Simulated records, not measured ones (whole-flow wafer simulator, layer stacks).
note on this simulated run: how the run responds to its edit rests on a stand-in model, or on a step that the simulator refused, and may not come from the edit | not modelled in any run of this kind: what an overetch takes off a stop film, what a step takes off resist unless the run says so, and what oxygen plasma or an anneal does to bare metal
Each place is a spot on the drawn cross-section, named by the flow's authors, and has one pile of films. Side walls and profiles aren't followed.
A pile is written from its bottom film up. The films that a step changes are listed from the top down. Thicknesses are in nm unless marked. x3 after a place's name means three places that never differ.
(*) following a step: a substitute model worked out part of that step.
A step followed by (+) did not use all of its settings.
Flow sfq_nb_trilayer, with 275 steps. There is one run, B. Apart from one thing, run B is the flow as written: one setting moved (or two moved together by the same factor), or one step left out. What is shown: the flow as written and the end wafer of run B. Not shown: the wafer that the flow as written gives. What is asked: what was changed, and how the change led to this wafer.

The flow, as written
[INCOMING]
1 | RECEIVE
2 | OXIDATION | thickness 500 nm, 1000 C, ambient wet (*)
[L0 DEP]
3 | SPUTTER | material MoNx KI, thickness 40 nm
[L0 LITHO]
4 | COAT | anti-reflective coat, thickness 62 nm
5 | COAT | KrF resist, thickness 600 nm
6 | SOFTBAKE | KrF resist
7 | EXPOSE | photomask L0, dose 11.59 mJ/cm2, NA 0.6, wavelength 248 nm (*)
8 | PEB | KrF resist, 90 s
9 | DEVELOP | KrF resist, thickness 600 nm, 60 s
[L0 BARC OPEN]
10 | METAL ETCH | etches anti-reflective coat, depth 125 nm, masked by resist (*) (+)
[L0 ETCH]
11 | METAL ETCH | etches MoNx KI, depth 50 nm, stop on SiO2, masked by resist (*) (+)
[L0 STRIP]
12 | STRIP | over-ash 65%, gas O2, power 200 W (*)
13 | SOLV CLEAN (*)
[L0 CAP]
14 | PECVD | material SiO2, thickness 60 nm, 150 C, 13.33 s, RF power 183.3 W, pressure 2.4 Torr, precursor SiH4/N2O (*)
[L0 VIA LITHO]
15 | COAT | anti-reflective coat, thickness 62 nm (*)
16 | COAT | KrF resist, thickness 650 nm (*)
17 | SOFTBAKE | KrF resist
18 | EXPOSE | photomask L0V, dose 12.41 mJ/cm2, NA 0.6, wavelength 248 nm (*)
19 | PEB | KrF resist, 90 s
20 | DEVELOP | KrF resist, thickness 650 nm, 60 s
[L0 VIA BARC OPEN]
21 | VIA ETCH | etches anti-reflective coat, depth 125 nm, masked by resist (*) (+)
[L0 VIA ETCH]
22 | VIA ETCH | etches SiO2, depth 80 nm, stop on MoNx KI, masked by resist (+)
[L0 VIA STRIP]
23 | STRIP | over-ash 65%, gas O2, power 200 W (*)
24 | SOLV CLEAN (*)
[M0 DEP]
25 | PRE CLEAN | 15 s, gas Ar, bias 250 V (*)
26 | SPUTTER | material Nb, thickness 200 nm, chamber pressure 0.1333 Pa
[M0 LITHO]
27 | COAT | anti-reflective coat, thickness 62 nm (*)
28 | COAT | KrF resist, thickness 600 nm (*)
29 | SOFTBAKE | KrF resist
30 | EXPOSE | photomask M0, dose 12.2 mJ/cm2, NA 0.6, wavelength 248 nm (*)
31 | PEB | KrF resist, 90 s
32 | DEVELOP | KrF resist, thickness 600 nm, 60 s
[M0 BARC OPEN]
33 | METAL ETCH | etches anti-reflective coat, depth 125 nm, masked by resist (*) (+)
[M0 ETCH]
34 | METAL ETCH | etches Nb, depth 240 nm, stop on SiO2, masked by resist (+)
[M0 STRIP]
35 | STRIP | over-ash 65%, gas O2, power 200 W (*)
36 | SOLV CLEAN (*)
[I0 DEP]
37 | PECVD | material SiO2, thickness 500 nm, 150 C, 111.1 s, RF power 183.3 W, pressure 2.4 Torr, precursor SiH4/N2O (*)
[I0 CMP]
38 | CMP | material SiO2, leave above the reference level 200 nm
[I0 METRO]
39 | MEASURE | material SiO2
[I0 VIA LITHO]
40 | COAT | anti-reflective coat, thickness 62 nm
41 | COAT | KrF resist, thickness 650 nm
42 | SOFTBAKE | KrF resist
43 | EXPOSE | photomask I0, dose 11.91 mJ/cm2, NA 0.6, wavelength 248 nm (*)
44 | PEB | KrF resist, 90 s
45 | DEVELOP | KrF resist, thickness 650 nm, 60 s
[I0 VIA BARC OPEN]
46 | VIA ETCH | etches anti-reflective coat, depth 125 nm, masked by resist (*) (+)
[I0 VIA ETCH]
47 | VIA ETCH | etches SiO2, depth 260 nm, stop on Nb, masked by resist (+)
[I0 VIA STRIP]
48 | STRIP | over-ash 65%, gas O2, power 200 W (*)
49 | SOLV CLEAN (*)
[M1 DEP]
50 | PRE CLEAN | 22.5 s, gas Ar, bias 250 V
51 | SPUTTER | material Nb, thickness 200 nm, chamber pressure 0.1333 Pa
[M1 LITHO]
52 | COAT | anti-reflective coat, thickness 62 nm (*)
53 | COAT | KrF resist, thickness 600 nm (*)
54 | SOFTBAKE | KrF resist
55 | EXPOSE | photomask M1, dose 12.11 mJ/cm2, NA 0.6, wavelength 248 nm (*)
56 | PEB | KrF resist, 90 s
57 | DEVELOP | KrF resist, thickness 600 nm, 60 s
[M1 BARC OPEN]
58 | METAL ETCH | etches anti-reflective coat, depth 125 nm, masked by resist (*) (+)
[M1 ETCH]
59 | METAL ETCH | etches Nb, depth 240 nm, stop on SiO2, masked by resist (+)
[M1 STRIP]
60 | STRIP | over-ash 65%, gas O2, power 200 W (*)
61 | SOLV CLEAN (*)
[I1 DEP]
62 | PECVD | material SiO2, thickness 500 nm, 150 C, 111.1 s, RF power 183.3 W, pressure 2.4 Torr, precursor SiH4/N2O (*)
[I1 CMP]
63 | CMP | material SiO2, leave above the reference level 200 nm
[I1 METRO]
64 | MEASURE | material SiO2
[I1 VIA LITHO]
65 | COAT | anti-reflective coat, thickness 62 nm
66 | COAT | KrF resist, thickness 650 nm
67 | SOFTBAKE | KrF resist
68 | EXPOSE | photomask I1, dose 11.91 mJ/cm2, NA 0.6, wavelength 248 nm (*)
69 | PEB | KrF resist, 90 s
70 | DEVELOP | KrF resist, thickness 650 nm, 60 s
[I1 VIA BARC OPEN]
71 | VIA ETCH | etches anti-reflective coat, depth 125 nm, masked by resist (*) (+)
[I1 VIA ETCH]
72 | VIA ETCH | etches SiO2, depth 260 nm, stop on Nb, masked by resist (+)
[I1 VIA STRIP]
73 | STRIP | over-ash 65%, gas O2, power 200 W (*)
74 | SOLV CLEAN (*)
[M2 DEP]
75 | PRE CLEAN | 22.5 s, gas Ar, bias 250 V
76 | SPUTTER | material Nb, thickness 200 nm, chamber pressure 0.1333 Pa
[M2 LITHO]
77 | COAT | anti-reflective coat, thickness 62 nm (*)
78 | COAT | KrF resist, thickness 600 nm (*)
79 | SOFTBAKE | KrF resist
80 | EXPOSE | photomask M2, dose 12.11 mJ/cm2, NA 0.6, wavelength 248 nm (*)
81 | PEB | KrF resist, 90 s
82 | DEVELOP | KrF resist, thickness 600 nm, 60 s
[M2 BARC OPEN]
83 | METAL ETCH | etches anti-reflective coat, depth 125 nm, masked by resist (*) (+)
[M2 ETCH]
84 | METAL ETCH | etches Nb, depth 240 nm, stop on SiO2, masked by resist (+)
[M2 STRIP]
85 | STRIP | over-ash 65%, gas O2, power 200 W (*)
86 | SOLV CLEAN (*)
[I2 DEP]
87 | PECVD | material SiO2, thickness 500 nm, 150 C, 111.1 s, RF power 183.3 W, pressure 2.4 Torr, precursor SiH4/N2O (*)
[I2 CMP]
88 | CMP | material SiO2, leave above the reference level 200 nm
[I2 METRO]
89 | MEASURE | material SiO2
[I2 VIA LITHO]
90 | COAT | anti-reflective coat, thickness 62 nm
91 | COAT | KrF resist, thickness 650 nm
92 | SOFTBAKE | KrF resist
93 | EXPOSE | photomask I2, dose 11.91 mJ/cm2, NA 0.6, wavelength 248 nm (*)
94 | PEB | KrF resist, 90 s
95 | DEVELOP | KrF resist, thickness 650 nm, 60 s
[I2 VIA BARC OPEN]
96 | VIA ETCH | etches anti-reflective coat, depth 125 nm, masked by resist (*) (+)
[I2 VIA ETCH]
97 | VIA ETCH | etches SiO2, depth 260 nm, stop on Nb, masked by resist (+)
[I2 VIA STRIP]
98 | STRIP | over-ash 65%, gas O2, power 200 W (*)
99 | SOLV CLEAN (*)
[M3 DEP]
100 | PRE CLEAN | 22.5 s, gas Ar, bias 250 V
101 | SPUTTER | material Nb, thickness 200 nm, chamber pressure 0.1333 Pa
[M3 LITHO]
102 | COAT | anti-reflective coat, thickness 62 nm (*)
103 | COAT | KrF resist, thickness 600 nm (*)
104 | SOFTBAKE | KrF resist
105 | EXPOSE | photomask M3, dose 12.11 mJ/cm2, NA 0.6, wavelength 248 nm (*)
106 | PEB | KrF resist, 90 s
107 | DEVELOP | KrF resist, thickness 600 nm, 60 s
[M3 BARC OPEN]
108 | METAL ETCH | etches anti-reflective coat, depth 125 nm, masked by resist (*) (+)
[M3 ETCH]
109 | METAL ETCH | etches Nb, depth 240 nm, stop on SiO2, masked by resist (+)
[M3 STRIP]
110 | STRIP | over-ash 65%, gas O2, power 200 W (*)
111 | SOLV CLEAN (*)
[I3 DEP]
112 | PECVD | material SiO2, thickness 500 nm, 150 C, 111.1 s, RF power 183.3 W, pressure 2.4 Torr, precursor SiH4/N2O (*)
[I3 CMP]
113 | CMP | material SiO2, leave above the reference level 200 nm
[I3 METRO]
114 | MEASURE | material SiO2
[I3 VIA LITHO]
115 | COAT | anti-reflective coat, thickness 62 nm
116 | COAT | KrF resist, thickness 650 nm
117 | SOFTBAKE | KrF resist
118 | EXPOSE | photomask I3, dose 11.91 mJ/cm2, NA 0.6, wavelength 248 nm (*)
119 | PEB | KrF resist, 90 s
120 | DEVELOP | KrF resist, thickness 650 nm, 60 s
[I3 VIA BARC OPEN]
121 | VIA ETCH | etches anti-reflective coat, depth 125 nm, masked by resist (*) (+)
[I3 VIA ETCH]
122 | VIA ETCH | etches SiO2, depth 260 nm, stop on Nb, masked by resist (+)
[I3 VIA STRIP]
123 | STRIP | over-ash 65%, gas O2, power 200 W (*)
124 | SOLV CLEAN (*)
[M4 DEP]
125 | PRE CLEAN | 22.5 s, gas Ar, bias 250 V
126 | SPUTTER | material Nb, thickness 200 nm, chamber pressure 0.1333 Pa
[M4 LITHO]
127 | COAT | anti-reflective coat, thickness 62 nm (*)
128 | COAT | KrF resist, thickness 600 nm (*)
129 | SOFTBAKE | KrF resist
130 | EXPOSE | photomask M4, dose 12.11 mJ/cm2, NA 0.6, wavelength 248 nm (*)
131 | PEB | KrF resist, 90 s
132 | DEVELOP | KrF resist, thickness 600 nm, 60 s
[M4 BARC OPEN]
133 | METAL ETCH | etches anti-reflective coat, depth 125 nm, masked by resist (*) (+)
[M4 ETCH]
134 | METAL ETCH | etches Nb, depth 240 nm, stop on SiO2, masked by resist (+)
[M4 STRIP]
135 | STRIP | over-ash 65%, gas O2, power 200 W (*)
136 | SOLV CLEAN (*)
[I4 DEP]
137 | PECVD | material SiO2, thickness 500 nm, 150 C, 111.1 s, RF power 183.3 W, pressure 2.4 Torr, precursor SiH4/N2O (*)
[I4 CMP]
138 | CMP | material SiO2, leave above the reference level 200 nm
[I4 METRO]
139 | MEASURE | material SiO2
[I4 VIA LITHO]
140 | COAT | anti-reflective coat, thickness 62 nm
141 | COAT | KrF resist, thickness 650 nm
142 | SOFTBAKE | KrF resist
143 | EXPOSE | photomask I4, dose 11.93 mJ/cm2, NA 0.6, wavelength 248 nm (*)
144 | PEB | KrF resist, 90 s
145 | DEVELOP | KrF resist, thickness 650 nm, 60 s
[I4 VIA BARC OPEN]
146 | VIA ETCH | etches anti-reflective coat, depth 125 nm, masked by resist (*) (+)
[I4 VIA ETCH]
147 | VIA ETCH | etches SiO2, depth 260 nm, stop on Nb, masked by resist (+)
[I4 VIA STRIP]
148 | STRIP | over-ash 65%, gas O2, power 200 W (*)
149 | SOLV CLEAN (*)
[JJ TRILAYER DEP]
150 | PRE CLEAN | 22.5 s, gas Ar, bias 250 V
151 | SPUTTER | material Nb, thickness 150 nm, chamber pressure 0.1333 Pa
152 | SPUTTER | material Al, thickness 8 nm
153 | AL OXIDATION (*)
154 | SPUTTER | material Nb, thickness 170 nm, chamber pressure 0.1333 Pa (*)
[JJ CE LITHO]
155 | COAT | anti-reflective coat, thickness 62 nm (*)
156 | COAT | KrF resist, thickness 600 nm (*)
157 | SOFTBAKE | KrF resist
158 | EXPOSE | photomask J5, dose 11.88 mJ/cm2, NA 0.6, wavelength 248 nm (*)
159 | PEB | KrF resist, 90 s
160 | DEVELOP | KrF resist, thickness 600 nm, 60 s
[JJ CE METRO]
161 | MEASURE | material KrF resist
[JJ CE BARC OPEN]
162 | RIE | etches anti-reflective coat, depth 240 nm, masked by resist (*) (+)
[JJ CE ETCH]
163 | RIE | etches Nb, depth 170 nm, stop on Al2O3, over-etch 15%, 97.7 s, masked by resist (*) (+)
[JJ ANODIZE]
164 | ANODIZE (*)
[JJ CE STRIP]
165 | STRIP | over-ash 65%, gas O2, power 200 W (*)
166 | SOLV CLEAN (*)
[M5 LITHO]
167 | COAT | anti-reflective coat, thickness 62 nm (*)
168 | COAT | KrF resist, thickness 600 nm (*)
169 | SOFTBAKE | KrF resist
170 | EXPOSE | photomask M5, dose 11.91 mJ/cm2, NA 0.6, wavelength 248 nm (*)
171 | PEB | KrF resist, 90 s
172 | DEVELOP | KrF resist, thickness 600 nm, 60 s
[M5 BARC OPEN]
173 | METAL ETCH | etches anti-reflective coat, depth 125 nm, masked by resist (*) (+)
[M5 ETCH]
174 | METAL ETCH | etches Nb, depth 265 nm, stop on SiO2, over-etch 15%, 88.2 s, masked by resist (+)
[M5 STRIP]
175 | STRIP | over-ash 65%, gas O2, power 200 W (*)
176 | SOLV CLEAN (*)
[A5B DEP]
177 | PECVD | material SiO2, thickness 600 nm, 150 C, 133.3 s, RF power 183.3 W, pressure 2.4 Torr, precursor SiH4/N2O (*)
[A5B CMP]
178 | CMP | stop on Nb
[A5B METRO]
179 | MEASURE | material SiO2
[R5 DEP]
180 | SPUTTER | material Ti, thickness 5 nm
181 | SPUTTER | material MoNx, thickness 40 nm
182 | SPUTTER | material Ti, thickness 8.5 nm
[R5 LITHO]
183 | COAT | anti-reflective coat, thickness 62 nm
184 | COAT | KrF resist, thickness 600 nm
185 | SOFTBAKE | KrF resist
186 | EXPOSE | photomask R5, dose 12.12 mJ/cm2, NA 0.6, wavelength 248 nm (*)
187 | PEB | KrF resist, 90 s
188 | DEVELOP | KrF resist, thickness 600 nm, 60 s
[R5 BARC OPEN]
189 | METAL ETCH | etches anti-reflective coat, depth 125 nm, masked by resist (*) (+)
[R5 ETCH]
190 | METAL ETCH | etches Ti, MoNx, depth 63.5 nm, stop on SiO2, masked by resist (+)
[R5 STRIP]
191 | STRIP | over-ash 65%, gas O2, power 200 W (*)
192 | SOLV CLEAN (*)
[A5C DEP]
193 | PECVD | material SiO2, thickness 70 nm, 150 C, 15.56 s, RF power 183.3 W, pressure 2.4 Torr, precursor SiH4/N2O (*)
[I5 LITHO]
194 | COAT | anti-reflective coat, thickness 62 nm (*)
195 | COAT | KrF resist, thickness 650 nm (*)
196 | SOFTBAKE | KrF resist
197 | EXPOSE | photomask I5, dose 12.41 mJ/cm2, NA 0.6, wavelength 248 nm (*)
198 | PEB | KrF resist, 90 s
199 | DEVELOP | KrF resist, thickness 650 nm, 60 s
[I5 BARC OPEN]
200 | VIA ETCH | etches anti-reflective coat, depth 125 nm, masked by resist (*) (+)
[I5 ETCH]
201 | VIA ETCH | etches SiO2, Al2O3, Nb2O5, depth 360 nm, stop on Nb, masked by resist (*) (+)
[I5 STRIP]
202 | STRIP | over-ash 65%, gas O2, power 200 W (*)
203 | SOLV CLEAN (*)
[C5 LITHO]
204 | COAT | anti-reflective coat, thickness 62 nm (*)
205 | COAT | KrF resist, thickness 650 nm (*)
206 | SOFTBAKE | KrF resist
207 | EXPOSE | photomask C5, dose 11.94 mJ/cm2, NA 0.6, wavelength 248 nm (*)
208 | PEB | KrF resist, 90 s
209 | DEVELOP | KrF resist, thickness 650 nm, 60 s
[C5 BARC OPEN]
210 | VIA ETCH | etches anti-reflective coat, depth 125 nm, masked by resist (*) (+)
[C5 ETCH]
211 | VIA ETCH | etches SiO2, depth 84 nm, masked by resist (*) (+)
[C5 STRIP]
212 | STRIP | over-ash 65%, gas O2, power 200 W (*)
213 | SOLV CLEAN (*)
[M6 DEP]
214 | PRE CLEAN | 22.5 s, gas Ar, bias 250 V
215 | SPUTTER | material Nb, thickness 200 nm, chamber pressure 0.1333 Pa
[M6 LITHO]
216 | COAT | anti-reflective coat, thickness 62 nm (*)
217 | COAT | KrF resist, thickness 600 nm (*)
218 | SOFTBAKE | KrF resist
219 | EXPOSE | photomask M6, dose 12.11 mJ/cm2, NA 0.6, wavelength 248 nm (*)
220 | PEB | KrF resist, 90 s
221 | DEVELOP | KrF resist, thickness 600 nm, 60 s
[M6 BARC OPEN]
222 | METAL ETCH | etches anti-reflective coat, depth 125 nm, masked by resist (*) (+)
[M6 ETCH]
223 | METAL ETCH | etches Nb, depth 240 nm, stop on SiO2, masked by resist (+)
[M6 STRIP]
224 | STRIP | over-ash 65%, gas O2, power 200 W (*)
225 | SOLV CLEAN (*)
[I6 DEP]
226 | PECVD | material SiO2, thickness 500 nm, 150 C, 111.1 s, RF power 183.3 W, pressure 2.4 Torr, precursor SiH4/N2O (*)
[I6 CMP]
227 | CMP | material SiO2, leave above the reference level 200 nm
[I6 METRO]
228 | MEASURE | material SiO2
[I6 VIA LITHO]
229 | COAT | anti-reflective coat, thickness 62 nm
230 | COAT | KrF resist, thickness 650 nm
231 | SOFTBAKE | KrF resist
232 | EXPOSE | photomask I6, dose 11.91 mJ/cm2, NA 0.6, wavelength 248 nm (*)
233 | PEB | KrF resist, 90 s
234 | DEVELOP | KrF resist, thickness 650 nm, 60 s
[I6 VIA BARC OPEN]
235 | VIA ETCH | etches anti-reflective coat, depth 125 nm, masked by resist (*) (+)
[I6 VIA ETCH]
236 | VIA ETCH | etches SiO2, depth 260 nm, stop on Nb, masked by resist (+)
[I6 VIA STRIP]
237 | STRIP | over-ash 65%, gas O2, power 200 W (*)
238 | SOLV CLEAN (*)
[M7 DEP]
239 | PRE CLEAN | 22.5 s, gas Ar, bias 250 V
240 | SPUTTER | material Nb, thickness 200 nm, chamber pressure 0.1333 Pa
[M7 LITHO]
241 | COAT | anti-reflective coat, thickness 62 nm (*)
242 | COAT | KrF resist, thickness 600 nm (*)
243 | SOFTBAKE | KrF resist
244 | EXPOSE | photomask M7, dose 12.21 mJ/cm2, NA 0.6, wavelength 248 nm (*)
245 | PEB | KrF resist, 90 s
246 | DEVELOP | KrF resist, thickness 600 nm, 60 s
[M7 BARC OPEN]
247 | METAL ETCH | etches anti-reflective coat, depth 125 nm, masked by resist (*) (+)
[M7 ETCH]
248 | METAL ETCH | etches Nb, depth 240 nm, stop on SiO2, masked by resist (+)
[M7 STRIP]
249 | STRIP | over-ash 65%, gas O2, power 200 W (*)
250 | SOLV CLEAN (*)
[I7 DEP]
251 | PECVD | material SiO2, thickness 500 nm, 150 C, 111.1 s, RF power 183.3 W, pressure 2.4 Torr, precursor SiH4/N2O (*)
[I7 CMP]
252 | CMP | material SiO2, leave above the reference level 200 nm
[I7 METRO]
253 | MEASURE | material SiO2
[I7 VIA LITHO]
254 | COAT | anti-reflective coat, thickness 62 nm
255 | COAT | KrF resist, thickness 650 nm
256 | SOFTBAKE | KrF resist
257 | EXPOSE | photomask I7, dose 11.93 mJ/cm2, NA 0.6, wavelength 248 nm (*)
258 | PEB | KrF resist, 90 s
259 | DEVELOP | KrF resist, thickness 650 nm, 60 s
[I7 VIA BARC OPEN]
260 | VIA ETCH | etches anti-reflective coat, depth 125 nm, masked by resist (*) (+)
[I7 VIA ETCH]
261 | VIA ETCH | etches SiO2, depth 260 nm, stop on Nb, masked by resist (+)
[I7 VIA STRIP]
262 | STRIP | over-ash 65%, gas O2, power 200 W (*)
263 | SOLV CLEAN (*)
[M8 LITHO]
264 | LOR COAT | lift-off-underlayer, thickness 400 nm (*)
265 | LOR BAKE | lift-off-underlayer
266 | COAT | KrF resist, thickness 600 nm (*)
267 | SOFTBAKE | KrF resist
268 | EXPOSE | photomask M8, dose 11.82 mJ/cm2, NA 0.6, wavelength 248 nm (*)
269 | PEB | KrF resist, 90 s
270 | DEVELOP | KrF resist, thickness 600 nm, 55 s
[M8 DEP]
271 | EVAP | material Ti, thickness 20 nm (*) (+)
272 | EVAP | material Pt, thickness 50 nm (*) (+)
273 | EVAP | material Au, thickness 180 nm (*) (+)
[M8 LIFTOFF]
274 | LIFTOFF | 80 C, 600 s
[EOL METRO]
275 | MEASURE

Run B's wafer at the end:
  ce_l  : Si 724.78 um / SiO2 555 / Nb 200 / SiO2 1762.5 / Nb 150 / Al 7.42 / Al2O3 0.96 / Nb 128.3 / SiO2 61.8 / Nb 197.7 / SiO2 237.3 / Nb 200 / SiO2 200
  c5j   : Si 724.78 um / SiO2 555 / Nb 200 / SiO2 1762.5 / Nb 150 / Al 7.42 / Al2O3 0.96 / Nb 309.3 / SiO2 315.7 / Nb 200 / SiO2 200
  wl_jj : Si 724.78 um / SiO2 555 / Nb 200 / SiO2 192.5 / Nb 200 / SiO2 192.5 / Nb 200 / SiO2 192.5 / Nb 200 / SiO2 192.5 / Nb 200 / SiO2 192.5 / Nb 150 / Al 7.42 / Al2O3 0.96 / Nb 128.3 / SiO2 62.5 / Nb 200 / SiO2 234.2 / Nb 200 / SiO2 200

Cause: step 190, METAL ETCH: depth 95.2 nm was run, whereas the flow has depth 63.5 nm.

How this came from the change, step by step:
  190 | METAL ETCH | etches Ti, MoNx, depth 63.5 nm, stop on SiO2, masked by resist (+)
      be_r, r_sur, res, r_end, r5r_line_l, r5r_line_c, r5r_line_r: KrF resist loses 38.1 (it would be, as written: KrF resist loses 25.4)
      ce_l, c5j, ce_r, wl_jj: Ti loses 8.5 (all of it), MoNx loses 40 (all of it), Ti loses 5 (all of it), Nb loses 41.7 (it would be, as written: Ti loses 8.5 (all of it), MoNx loses 40 (all of it), Ti loses 5 (all of it), Nb loses 10)
  191 | STRIP | over-ash 65%, gas O2, power 200 W (*)
      be_r, r_sur, res, r_end, r5r_line_l, r5r_line_c, r5r_line_r: KrF resist loses 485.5 (all of it), anti-reflective coat loses 62 (all of it) (it would be, as written: KrF resist loses 498.2 (all of it), anti-reflective coat loses 62 (all of it))
  194 | COAT | anti-reflective coat, thickness 62 nm (*)
      wl_j_sl, wl_j_sr: anti-reflective coat gains 55.4 (new film) (it would be, as written: anti-reflective coat gains 60.2 (new film))
      jj_sur: anti-reflective coat gains 55.8 (new film) (it would be, as written: anti-reflective coat gains 60.8 (new film))
      (and at 5 other places as well)
  195 | COAT | KrF resist, thickness 650 nm (*)
      c5j: KrF resist gains 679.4 (new film) (it would be, as written: KrF resist gains 662.7 (new film))
      wl_jj: KrF resist gains 670.4 (new film) (it would be, as written: KrF resist gains 654.8 (new film))
  202 | STRIP | over-ash 65%, gas O2, power 200 W (*)
      wl_j_sl, wl_j_sr: KrF resist loses 333.1 (all of it), anti-reflective coat loses 55.4 (all of it) (it would be, as written: KrF resist loses 333.3 (all of it), anti-reflective coat loses 60.2 (all of it))
      jj_sur: KrF resist loses 337.4 (all of it), anti-reflective coat loses 55.8 (all of it) (it would be, as written: KrF resist loses 337.2 (all of it), anti-reflective coat loses 60.8 (all of it))
      (and at 5 other places as well)
  204 | COAT | anti-reflective coat, thickness 62 nm (*)
      wl_j_sl, wl_j_sr: anti-reflective coat gains 55.4 (new film) (it would be, as written: anti-reflective coat gains 60.2 (new film))
      jj_sur: anti-reflective coat gains 54.6 (new film) (it would be, as written: anti-reflective coat gains 59.5 (new film))
      (and at 5 other places as well)
  205 | COAT | KrF resist, thickness 650 nm (*)
      c5j: KrF resist gains 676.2 (new film) (it would be, as written: KrF resist gains 659.4 (new film))
      wl_jj: KrF resist gains 670.4 (new film) (it would be, as written: KrF resist gains 654.8 (new film))
  209 | DEVELOP | KrF resist, thickness 650 nm, 60 s
      c5j: KrF resist loses 674.8 (all of it) (it would be, as written: KrF resist loses 658.1 (all of it))
  210 | VIA ETCH | etches anti-reflective coat, depth 125 nm, masked by resist (*) (+)
      c5j: anti-reflective coat loses 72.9 (all of it), SiO2 loses 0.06 (it would be, as written: anti-reflective coat loses 63.9 (all of it), SiO2 loses 0.11)
  212 | STRIP | over-ash 65%, gas O2, power 200 W (*)
      wl_j_sl, wl_j_sr: KrF resist loses 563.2 (all of it), anti-reflective coat loses 55.4 (all of it) (it would be, as written: KrF resist loses 563.4 (all of it), anti-reflective coat loses 60.2 (all of it))
      jj_sur: KrF resist loses 562.1 (all of it), anti-reflective coat loses 54.6 (all of it) (it would be, as written: KrF resist loses 562 (all of it), anti-reflective coat loses 59.5 (all of it))
      (and at 4 other places as well)
  216 | COAT | anti-reflective coat, thickness 62 nm (*)
      wl_j_sl, wl_j_sr: anti-reflective coat gains 55.5 (new film) (it would be, as written: anti-reflective coat gains 60.2 (new film))
      jj_sur: anti-reflective coat gains 50.9 (new film) (it would be, as written: anti-reflective coat gains 56.1 (new film))
      (and at 5 other places as well)
  217 | COAT | KrF resist, thickness 600 nm (*)
      ce_l: KrF resist gains 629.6 (new film) (it would be, as written: KrF resist gains 614.7 (new film))
      c5j: KrF resist gains 653.1 (new film) (it would be, as written: KrF resist gains 636 (new film))
      (and at 2 other places as well)
  224 | STRIP | over-ash 65%, gas O2, power 200 W (*)
      wl_j_sl, wl_j_sr: KrF resist loses 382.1 (all of it), anti-reflective coat loses 55.5 (all of it) (it would be, as written: KrF resist loses 382.5 (all of it), anti-reflective coat loses 60.2 (all of it))
      jj_sur: KrF resist loses 378.3 (all of it), anti-reflective coat loses 50.9 (all of it) (it would be, as written: KrF resist loses 378.5 (all of it), anti-reflective coat loses 56.1 (all of it))
      (and at 5 other places as well)
  227 | CMP | material SiO2, leave above the reference level 200 nm
      ce_l, ce_r: SiO2 loses 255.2 (it would be, as written: SiO2 loses 290)
      c5j: SiO2 loses 188.2 (it would be, as written: SiO2 loses 223)
      (and at 1 other place as well)
